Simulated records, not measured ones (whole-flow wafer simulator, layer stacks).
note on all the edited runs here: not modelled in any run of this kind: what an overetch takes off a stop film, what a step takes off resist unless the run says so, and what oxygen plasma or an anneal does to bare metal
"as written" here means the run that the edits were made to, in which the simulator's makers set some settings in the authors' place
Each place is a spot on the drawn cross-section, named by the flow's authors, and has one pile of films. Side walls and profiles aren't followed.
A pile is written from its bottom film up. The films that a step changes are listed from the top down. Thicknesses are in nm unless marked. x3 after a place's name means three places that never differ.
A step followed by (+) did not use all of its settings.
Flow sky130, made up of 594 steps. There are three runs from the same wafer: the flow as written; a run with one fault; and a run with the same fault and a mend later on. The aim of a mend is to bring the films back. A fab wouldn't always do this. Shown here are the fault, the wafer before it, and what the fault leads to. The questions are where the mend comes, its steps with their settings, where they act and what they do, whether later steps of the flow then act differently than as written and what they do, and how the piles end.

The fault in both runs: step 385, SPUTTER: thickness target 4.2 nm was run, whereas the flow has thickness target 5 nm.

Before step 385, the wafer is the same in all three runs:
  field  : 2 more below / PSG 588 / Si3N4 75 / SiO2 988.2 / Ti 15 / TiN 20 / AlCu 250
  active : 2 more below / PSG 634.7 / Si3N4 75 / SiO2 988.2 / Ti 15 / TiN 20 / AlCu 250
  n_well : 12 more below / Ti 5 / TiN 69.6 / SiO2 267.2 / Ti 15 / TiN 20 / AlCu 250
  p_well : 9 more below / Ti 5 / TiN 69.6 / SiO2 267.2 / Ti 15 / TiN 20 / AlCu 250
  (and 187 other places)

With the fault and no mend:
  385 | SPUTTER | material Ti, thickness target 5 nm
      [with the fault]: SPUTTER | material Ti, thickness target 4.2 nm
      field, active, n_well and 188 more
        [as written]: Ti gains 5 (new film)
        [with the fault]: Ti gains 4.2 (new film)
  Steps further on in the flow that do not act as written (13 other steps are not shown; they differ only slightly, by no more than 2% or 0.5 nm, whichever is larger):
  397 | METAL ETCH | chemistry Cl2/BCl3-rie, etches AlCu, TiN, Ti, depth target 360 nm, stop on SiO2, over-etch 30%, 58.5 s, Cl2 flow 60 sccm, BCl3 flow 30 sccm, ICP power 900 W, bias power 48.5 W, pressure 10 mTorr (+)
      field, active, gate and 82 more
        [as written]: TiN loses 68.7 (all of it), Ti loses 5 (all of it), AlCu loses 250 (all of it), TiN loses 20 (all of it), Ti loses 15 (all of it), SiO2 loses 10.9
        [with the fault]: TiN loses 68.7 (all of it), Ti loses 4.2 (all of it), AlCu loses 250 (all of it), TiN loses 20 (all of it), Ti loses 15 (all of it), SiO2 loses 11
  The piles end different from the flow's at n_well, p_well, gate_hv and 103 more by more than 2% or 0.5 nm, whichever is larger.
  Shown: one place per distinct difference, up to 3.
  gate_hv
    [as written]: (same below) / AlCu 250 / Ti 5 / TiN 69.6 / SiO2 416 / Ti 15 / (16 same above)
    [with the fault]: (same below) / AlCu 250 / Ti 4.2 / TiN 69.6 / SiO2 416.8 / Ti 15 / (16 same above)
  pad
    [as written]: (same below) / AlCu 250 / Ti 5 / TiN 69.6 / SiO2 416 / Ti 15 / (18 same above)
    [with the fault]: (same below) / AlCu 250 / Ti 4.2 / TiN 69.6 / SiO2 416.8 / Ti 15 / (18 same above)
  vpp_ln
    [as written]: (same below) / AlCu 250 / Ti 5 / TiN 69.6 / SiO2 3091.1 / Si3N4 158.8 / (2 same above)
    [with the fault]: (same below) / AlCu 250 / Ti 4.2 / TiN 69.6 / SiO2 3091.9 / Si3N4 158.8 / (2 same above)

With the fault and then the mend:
  The mend follows step 385.
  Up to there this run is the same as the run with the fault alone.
  385a | SPUTTER | material Ti, thickness target 0.8 nm (a further turn of the flow's step 385, with different settings)
      field, active, n_well and 188 more
        Ti gains 0.8
  Later steps of the flow that are run all act as written at every place that is followed.
  At every place that both follow, the piles at the end match the flow's.
